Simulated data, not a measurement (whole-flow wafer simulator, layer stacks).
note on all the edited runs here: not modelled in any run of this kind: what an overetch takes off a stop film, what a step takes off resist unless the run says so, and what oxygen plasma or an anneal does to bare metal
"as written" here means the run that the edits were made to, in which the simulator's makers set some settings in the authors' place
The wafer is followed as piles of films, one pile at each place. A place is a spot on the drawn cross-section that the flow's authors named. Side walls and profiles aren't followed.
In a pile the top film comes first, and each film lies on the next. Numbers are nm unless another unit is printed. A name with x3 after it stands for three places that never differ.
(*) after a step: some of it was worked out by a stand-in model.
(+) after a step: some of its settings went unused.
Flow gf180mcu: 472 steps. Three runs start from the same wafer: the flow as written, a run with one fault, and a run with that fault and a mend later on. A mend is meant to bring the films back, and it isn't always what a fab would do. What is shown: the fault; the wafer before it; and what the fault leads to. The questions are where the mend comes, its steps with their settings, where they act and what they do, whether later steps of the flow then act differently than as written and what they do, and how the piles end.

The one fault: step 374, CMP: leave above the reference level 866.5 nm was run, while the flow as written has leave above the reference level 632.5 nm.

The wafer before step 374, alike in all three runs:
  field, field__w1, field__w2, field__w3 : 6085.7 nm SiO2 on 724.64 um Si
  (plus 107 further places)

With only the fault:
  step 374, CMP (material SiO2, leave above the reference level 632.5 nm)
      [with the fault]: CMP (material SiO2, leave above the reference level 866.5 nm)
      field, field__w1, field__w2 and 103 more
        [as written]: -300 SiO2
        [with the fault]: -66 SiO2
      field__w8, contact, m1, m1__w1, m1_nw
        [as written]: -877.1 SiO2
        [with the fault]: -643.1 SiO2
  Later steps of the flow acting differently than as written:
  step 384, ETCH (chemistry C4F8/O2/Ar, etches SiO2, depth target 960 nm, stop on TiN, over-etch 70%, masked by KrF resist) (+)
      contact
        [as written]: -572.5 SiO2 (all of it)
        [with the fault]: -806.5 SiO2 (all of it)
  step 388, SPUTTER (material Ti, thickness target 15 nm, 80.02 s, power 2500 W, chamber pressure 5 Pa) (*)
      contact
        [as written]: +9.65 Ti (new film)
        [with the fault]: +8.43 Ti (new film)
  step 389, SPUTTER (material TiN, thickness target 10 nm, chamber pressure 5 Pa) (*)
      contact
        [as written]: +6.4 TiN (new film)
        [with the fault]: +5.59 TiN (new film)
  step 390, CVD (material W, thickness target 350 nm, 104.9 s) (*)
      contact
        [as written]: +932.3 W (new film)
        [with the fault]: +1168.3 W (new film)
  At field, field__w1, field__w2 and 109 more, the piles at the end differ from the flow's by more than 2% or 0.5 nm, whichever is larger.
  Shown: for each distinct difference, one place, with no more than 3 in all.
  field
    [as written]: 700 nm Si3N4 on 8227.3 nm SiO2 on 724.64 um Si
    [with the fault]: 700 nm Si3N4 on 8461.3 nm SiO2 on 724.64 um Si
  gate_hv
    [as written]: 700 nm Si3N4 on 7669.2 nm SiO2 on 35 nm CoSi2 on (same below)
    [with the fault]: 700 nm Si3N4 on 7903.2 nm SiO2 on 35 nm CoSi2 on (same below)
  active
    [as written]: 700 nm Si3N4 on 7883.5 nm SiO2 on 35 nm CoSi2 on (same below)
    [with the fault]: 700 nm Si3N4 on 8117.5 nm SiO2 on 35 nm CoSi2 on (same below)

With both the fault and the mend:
  The mend follows step 374.
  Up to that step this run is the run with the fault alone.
  step 374a, CMP (material SiO2, leave above the reference level 632.5 nm) (the flow's step 374, run once more)
      field, field__w1, field__w2 and 108 more
        -234 SiO2
  None of the later steps of the flow acts differently than as written at any place that is followed.
  At every place that both follow, the piles at the end match the flow's.
